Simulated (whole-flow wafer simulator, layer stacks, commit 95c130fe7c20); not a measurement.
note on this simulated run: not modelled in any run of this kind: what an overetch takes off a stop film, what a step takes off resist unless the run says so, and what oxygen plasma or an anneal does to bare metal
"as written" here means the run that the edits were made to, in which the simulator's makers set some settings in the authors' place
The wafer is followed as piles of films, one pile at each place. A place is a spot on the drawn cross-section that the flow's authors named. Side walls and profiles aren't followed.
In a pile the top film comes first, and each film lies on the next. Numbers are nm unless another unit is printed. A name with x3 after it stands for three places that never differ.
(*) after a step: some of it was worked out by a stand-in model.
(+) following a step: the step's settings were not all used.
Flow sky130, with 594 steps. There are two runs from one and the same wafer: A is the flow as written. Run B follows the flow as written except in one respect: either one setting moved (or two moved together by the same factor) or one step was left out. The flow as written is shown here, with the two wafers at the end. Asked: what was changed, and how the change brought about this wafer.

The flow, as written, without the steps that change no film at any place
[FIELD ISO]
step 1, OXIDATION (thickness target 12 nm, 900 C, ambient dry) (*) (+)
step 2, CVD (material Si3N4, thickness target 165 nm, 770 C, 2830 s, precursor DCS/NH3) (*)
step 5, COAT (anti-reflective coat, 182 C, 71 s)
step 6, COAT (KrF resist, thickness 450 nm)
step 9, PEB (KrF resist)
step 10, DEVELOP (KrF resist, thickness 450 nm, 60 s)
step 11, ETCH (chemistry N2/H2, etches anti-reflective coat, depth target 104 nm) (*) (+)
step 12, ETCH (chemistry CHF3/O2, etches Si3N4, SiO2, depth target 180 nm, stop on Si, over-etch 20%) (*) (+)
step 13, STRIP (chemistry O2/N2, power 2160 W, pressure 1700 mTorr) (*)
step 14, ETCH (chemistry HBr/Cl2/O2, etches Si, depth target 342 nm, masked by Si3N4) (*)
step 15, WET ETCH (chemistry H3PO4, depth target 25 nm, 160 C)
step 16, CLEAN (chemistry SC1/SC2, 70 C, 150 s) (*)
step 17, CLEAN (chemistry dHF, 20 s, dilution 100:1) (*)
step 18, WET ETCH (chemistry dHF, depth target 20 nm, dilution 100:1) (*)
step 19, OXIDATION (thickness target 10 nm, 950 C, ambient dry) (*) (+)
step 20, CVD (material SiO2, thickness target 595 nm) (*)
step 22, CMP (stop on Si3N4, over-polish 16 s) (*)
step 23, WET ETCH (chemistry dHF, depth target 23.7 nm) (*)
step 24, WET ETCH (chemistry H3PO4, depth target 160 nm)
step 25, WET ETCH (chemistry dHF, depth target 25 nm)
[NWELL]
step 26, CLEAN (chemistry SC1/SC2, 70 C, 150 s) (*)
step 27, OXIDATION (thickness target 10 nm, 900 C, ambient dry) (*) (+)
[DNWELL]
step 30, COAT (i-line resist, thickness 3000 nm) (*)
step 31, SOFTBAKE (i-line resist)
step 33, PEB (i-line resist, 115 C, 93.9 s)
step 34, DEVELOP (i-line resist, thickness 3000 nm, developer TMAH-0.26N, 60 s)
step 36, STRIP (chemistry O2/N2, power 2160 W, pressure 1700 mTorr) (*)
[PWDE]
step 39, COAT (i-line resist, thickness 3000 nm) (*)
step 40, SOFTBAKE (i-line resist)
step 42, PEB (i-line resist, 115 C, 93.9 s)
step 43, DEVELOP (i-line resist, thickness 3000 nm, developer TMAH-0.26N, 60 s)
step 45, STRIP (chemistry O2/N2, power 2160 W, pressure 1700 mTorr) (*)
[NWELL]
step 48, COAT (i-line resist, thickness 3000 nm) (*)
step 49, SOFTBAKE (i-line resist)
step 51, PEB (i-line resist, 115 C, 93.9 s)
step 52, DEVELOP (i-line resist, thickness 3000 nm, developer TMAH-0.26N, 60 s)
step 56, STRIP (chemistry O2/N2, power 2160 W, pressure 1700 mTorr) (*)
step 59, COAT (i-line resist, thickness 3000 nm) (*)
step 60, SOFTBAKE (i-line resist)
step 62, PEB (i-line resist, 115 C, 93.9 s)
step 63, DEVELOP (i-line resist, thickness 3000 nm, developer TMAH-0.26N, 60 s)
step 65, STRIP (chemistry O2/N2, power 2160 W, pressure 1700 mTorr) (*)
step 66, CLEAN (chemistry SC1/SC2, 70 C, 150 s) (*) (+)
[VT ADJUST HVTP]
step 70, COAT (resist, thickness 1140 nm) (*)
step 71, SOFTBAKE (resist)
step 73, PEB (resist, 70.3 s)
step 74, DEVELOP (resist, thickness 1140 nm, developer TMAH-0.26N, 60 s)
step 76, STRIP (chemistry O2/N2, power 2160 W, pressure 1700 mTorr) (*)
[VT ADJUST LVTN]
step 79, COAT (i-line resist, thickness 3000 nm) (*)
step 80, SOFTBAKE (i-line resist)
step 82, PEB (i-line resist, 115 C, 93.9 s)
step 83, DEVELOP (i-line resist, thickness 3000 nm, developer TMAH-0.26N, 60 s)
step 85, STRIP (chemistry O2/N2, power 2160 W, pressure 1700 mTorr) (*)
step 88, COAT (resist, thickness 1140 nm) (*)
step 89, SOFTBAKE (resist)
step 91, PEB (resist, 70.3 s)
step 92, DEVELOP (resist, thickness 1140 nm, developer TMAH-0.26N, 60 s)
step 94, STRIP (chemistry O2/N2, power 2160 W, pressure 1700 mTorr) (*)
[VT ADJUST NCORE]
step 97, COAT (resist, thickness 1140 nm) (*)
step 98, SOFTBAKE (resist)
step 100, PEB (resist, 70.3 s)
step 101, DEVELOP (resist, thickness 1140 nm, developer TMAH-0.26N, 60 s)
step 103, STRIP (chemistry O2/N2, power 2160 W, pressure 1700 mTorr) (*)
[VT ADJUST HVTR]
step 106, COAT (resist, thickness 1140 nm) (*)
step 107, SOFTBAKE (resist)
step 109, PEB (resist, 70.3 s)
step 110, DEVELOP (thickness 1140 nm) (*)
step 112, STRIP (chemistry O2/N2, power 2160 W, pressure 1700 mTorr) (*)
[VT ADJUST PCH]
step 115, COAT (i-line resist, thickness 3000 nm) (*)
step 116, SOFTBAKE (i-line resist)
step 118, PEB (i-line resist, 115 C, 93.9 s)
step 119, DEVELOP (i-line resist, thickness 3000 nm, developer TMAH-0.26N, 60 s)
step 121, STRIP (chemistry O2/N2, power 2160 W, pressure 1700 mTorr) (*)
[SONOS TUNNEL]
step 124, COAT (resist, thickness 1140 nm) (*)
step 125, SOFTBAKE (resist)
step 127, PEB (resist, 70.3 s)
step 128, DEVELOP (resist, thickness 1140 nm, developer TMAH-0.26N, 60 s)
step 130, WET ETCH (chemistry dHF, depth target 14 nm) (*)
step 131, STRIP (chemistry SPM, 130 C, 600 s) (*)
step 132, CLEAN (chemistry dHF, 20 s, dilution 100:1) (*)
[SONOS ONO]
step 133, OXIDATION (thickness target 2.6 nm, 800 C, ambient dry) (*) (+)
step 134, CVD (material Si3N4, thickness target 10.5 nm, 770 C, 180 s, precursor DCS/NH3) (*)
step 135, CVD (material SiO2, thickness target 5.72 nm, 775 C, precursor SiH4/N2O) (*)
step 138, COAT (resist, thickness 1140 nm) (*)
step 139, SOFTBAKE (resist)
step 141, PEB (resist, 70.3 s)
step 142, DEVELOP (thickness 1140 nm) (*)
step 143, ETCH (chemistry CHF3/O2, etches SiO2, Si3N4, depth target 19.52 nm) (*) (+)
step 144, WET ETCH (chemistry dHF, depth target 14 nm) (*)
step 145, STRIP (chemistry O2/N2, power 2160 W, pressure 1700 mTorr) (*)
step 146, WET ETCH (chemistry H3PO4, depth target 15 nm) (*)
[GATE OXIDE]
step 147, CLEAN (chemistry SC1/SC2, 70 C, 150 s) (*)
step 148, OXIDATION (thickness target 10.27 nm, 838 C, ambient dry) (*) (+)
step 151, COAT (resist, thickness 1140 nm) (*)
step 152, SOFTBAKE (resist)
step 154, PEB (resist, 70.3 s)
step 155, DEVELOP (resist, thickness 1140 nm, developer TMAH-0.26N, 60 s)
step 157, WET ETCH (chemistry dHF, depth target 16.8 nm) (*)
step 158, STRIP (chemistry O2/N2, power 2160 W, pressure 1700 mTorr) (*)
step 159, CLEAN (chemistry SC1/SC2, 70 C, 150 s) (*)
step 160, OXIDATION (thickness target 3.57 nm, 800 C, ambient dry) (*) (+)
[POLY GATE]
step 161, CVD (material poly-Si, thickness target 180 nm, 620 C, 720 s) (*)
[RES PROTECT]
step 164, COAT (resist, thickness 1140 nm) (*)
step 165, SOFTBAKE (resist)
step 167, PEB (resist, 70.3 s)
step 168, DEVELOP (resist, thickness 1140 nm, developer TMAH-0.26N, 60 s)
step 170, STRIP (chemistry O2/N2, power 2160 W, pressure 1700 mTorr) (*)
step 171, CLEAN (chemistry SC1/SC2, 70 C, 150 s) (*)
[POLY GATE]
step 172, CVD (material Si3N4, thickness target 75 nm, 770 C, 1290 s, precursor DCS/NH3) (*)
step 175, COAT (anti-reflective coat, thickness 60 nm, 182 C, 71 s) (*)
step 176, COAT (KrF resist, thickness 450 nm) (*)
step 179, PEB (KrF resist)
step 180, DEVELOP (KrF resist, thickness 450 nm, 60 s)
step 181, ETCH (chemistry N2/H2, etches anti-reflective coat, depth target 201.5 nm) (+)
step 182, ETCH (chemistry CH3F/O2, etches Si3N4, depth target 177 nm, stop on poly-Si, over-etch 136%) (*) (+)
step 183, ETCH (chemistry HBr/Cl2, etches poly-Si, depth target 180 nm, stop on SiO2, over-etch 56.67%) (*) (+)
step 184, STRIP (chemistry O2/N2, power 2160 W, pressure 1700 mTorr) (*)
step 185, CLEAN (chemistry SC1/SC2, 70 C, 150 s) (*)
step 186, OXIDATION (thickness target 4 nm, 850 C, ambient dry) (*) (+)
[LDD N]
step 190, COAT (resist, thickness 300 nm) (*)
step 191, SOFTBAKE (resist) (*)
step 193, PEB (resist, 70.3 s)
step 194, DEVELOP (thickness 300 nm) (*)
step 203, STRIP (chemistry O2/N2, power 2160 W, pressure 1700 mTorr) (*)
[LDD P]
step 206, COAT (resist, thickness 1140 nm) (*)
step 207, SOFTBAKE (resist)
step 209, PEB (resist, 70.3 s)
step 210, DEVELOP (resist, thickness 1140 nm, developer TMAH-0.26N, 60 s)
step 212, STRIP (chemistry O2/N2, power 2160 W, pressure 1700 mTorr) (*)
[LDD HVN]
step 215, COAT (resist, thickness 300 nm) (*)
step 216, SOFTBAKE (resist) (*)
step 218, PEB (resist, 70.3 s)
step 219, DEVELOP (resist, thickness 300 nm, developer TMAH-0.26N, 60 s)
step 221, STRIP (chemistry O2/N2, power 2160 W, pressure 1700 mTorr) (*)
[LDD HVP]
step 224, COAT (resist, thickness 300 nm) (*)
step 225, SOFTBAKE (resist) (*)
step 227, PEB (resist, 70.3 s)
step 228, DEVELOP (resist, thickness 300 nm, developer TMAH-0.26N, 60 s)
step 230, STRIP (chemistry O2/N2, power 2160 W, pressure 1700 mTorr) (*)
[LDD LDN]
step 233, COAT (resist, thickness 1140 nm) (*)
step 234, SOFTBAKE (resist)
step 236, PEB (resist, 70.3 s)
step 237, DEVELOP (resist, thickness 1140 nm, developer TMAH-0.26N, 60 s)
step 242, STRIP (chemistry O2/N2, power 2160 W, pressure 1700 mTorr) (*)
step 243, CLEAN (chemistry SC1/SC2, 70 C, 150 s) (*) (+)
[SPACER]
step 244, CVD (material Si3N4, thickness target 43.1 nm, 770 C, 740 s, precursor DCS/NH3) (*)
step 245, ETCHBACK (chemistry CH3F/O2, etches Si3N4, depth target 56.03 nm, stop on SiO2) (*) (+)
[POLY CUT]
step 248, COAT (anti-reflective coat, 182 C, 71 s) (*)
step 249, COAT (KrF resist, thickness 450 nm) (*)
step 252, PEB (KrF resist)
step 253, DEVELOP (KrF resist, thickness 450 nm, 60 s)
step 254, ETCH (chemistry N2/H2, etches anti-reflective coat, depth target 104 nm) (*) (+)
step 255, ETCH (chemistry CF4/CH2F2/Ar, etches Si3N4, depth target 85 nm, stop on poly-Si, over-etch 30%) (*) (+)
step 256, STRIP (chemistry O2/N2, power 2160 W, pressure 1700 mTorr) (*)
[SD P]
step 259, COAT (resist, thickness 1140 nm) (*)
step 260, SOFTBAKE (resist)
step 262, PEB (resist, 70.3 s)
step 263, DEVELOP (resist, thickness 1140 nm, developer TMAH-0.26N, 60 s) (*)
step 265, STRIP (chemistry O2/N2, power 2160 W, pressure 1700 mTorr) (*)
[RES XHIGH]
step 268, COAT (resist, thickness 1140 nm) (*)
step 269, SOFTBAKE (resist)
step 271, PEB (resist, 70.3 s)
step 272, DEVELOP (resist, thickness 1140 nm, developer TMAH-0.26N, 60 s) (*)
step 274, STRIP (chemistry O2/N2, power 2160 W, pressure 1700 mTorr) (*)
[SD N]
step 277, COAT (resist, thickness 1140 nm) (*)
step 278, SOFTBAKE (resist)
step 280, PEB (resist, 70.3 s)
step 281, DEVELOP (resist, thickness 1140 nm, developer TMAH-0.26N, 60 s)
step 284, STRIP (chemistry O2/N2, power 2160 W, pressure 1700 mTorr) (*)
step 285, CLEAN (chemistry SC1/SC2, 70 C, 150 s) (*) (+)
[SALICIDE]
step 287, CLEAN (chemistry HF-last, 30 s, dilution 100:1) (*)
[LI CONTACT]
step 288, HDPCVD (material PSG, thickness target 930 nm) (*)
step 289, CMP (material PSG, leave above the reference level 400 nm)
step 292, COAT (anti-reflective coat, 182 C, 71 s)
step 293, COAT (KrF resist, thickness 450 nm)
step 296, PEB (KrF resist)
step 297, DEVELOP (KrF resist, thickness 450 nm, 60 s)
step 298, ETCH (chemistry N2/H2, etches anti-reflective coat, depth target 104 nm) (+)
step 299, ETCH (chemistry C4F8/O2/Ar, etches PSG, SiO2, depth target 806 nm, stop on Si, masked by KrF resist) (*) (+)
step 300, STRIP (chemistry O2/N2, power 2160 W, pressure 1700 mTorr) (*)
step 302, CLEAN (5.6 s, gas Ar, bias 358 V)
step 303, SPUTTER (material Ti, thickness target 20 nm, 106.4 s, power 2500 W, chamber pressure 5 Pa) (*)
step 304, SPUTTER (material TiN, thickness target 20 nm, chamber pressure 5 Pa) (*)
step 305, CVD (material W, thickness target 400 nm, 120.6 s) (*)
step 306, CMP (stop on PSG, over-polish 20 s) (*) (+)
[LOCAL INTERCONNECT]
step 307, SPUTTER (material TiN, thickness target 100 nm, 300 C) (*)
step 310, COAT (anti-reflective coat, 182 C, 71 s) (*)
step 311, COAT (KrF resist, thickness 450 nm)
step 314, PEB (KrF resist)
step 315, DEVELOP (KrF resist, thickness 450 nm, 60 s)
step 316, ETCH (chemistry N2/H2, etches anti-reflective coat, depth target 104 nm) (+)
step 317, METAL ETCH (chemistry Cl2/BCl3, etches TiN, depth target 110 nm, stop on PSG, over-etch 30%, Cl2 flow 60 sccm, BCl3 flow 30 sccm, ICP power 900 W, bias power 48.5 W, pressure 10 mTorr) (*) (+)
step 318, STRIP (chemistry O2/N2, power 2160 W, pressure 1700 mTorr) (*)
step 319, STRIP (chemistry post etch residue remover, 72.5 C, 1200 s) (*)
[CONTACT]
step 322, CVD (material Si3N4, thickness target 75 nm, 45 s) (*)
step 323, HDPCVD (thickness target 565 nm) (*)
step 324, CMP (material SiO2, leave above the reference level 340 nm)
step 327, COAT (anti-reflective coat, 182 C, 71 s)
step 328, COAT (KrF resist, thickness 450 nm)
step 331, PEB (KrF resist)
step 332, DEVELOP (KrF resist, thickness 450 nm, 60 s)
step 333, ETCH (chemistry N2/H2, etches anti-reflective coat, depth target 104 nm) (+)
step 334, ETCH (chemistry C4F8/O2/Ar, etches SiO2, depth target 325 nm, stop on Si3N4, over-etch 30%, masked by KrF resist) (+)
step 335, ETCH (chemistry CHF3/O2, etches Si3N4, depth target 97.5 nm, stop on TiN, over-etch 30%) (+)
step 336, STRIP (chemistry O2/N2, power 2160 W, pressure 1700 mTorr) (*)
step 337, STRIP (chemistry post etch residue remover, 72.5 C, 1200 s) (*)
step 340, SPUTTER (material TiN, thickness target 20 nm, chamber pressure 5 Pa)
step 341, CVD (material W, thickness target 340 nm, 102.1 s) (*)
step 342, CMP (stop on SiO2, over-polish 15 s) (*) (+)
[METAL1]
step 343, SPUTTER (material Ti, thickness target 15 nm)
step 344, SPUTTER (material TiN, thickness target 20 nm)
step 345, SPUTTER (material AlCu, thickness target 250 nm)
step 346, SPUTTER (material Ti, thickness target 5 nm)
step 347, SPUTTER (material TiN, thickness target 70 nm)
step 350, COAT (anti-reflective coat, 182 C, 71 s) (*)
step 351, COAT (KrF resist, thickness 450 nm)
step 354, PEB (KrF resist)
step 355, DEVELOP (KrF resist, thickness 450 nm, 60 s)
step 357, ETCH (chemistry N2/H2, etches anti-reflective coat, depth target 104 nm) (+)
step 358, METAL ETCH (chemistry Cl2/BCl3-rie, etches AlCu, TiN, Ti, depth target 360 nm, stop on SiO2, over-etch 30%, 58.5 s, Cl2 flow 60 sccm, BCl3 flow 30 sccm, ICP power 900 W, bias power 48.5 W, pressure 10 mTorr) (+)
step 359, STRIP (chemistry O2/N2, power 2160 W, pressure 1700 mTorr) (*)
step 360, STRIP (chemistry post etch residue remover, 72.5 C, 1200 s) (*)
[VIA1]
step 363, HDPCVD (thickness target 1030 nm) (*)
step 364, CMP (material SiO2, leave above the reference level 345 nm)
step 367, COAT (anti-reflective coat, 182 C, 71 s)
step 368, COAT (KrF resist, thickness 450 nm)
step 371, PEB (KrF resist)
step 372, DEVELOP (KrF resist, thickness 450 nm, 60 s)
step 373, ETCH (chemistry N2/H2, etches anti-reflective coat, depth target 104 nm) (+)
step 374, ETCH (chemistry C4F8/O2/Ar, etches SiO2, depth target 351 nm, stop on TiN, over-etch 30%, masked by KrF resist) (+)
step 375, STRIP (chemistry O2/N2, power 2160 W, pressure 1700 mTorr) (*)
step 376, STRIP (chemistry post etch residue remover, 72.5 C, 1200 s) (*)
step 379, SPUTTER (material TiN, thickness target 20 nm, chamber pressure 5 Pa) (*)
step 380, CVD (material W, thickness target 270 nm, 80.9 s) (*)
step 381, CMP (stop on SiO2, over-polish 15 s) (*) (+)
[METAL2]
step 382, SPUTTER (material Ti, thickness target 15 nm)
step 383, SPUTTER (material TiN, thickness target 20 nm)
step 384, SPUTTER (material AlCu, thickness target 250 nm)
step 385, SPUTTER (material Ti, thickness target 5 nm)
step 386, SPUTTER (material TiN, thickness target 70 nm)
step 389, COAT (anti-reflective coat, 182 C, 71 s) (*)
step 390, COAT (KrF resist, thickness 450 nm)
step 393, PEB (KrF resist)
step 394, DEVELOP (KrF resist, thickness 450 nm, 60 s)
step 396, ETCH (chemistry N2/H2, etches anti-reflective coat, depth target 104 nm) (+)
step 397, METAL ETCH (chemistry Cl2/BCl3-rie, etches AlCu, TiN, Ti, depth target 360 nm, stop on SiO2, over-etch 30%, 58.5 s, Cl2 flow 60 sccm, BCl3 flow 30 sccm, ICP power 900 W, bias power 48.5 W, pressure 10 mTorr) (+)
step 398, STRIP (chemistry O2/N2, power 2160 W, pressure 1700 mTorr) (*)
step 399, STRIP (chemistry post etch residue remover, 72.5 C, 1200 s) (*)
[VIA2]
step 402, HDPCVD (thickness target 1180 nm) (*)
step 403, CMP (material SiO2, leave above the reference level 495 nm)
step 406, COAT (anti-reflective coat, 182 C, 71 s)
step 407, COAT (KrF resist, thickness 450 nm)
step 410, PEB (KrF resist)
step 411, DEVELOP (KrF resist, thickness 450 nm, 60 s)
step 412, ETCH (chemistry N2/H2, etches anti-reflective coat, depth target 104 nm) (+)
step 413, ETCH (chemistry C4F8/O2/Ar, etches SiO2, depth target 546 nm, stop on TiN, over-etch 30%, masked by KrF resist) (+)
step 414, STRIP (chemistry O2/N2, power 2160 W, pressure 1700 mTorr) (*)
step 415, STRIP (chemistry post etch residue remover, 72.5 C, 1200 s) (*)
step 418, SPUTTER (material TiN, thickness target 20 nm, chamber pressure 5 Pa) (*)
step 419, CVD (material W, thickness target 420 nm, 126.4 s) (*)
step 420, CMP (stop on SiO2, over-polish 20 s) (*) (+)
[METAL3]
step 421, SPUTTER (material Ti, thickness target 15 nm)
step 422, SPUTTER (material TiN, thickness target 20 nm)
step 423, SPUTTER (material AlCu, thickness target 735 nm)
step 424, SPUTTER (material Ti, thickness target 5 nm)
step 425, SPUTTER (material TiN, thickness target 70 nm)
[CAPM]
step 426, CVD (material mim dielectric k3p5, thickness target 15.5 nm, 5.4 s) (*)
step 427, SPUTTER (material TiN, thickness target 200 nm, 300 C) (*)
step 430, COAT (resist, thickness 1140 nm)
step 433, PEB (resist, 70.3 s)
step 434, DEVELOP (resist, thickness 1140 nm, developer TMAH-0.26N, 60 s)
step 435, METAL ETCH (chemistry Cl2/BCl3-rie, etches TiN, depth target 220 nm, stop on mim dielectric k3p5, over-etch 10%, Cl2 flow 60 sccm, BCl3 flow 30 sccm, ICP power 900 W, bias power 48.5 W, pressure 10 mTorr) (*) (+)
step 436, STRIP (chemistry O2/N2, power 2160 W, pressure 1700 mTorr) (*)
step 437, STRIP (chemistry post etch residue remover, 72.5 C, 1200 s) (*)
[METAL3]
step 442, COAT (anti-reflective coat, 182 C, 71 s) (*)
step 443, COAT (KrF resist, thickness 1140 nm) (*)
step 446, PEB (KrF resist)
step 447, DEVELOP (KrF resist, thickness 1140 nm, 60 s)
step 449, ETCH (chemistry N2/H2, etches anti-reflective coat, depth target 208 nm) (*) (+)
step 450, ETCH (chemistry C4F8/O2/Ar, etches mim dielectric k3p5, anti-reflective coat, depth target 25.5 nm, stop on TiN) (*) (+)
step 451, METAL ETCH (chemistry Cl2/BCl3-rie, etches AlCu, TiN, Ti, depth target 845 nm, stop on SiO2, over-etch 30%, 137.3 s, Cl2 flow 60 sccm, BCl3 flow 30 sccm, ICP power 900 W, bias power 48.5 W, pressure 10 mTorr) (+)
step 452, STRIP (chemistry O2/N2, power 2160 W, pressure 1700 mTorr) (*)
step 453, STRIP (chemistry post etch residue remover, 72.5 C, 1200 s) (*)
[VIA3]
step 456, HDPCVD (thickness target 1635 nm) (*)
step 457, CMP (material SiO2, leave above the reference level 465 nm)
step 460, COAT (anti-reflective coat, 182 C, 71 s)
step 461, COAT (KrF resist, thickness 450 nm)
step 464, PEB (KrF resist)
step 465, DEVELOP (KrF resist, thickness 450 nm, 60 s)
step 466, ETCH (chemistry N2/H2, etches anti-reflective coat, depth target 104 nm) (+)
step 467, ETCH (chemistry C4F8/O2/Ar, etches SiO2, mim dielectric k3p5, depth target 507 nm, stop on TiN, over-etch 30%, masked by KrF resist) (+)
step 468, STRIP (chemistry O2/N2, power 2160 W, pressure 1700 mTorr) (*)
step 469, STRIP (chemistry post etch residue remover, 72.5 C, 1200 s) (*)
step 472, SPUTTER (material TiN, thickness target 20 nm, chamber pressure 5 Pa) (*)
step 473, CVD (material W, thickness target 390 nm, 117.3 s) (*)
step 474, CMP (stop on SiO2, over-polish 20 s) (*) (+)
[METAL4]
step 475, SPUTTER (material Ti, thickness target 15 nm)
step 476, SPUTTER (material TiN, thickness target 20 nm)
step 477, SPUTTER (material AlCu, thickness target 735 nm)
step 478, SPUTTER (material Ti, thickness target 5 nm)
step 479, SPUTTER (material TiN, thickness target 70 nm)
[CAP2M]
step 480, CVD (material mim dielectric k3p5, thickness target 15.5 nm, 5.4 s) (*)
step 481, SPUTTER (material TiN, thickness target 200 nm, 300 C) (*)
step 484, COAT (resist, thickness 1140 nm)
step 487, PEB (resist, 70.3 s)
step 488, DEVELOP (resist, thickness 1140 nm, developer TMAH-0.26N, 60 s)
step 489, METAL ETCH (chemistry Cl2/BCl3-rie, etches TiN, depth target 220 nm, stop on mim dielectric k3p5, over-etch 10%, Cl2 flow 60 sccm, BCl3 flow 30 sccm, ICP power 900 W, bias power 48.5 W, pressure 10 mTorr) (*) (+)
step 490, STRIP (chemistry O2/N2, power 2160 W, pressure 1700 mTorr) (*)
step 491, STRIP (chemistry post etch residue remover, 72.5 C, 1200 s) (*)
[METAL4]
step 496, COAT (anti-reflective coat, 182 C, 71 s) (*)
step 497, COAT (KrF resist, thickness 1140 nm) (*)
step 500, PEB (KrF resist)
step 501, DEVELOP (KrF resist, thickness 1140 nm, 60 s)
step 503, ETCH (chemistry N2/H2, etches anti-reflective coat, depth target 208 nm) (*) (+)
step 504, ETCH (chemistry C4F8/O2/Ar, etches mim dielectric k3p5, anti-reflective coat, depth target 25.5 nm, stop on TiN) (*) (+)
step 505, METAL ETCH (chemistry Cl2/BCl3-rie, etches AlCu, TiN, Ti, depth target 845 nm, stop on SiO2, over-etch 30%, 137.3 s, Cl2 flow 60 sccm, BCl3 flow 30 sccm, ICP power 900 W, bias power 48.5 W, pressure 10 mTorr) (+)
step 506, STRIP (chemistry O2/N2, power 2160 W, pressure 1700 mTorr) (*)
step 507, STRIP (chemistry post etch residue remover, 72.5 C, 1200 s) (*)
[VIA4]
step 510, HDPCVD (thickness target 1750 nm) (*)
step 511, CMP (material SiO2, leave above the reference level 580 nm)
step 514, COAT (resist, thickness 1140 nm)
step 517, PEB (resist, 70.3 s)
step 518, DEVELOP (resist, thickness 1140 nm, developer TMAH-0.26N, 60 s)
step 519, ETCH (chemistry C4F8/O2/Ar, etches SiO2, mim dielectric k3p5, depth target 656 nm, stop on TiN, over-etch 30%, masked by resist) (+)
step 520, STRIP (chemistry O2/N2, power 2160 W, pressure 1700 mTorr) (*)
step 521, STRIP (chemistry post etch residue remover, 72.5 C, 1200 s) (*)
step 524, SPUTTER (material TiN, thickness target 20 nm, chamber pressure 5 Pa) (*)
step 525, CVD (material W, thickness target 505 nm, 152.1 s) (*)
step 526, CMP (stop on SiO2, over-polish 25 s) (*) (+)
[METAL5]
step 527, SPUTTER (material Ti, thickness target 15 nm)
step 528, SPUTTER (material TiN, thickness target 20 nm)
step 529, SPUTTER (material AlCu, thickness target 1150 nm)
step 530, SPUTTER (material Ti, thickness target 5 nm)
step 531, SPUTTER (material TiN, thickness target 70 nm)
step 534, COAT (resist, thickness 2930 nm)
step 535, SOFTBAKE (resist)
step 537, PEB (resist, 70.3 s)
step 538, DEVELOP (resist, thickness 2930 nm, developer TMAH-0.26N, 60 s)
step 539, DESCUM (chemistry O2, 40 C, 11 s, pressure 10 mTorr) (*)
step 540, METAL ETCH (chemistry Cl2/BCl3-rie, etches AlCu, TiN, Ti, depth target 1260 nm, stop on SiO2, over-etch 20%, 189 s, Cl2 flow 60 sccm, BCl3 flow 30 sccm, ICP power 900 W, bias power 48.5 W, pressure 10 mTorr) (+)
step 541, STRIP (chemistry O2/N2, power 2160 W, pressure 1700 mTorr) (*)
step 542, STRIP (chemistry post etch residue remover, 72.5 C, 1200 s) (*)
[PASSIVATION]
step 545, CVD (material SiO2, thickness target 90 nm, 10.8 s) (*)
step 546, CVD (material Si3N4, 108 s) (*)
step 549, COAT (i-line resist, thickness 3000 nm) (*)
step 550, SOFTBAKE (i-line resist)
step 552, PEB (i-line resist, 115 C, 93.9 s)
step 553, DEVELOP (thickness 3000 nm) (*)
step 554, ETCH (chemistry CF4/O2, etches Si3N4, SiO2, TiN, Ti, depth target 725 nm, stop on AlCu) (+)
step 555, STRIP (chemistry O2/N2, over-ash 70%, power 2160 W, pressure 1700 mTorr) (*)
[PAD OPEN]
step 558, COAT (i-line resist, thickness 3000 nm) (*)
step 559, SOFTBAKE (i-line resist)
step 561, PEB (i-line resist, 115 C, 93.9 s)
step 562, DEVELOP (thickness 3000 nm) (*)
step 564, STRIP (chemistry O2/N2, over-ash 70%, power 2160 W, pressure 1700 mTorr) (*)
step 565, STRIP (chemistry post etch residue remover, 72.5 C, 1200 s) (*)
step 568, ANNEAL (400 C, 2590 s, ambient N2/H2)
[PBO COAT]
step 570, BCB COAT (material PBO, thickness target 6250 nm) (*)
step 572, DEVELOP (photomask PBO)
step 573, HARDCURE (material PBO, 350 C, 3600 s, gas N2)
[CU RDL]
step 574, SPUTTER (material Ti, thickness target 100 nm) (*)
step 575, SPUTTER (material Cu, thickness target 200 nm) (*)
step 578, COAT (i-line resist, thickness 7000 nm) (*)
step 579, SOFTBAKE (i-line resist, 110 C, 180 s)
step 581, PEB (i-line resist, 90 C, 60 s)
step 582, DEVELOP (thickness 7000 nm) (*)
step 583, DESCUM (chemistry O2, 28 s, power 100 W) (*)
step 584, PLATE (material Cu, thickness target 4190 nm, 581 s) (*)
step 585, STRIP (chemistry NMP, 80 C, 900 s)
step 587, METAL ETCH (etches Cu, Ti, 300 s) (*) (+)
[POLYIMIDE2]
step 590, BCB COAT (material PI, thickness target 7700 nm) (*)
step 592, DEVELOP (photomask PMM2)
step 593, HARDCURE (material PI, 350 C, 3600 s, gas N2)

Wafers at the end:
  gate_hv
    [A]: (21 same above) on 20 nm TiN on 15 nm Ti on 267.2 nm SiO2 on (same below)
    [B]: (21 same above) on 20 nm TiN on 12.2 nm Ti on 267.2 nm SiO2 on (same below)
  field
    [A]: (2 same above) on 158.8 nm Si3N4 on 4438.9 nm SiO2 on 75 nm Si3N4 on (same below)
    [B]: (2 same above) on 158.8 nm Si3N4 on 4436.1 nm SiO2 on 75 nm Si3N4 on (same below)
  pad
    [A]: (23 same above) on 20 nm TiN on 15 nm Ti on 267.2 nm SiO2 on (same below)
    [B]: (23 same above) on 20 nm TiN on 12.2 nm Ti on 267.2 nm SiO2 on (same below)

The reason: step 382, SPUTTER: thickness target 12.2 nm was run, while the flow as written has thickness target 15 nm.
The wafer itself shows it: gate_hv has Ti 12.2, and step 382 as written asks for 15 nm.

How this came from the change, step by step:
  step 382, SPUTTER (material Ti, thickness target 15 nm)
      field, active, n_well and 188 more: A +15 Ti (new film) | B +12.2 Ti (new film)
  step 397, METAL ETCH (chemistry Cl2/BCl3-rie, etches AlCu, TiN, Ti, depth target 360 nm, stop on SiO2, over-etch 30%, 58.5 s, Cl2 flow 60 sccm, BCl3 flow 30 sccm, ICP power 900 W, bias power 48.5 W, pressure 10 mTorr) (+)
      field, active, gate and 82 more: A -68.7 TiN (all of it), -5 Ti (all of it), -250 AlCu (all of it), -20 TiN (all of it), -15 Ti (all of it), -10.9 SiO2 | B -68.7 TiN (all of it), -5 Ti (all of it), -250 AlCu (all of it), -20 TiN (all of it), -12.2 Ti (all of it), -11.2 SiO2
